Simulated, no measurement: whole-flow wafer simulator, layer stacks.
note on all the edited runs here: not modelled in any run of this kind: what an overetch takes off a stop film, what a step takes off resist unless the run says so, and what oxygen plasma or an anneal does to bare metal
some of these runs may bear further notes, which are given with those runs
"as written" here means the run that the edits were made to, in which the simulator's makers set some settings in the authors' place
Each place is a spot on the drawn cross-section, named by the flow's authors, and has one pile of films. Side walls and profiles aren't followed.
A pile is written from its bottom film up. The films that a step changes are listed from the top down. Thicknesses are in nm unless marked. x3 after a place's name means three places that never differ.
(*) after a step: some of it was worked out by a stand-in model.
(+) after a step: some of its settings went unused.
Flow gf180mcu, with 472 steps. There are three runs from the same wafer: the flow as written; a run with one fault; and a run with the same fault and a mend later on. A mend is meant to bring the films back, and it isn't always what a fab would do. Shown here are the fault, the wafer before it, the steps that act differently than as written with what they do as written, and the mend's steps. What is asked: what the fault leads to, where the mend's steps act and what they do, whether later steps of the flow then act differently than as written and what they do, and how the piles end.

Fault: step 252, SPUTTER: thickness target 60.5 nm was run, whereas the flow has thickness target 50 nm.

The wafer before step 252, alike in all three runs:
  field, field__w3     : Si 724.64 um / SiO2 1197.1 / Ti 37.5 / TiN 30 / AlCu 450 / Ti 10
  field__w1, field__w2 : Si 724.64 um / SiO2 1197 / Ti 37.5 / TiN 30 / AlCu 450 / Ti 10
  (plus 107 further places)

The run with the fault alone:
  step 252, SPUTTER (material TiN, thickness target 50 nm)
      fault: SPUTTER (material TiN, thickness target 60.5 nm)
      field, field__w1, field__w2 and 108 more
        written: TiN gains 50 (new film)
        fault: TiN gains 60.5 (new film)
  Steps later in the flow that act otherwise than as written (6 more steps, not shown, differ only slightly: by at most 2% or 0.5 nm, whichever is larger):
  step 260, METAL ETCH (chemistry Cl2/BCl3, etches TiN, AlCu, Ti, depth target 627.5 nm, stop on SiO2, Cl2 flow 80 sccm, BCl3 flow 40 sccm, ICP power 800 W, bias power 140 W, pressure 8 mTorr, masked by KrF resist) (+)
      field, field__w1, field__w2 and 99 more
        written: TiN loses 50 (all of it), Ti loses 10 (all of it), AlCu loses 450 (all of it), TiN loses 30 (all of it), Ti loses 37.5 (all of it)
        fault: TiN loses 60.5 (all of it), Ti loses 10 (all of it), AlCu loses 450 (all of it), TiN loses 30 (all of it), Ti loses 37.5 (all of it)
  The piles end different from the flow's at field__w8, contact, m1 and 6 more by more than 2% or 0.5 nm, whichever is larger.
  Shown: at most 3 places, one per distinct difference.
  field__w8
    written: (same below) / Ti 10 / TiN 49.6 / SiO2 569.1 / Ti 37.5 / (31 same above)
    fault: (same below) / Ti 10 / TiN 60.1 / SiO2 558.6 / Ti 37.5 / (31 same above)
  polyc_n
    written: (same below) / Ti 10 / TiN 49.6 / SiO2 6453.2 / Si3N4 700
    fault: (same below) / Ti 10 / TiN 60.1 / SiO2 6442.7 / Si3N4 700
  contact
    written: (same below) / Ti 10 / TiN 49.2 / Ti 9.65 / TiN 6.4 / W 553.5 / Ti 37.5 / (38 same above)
    fault: (same below) / Ti 10 / TiN 59.7 / Ti 9.71 / TiN 6.44 / W 542.9 / Ti 37.5 / (38 same above)

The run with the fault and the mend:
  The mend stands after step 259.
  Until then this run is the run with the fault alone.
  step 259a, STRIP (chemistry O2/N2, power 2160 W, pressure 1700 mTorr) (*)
      field__w8, contact, m1 and 6 more
        KrF resist loses 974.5 (all of it)
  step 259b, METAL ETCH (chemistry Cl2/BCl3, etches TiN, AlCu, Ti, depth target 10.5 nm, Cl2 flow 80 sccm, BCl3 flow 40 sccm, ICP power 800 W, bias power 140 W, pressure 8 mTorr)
      field, field__w1, field__w2 and 108 more
        TiN loses 10.5
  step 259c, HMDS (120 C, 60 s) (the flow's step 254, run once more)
      does not change any film at any place that is followed
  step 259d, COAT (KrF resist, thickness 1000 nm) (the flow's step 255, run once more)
      field, field__w1, field__w2 and 108 more
        KrF resist gains 1000 (new film)
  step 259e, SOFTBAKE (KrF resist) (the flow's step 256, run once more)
      does not change any film at any place that is followed
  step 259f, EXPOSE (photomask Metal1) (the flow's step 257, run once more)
      does not change any film at any place that is followed
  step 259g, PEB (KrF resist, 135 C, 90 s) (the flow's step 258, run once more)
      field, field__w1, field__w2 and 108 more
        KrF resist loses 10.5
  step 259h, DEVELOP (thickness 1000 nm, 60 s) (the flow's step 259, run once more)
      field, field__w1, field__w2 and 99 more
        KrF resist loses 989.5 (all of it)
      field__w8, contact, m1 and 6 more
        KrF resist loses 14.9
  Every later step of the flow that is run acts as written at every place that is followed.
  At every place that both follow, the piles at the end match the flow's.
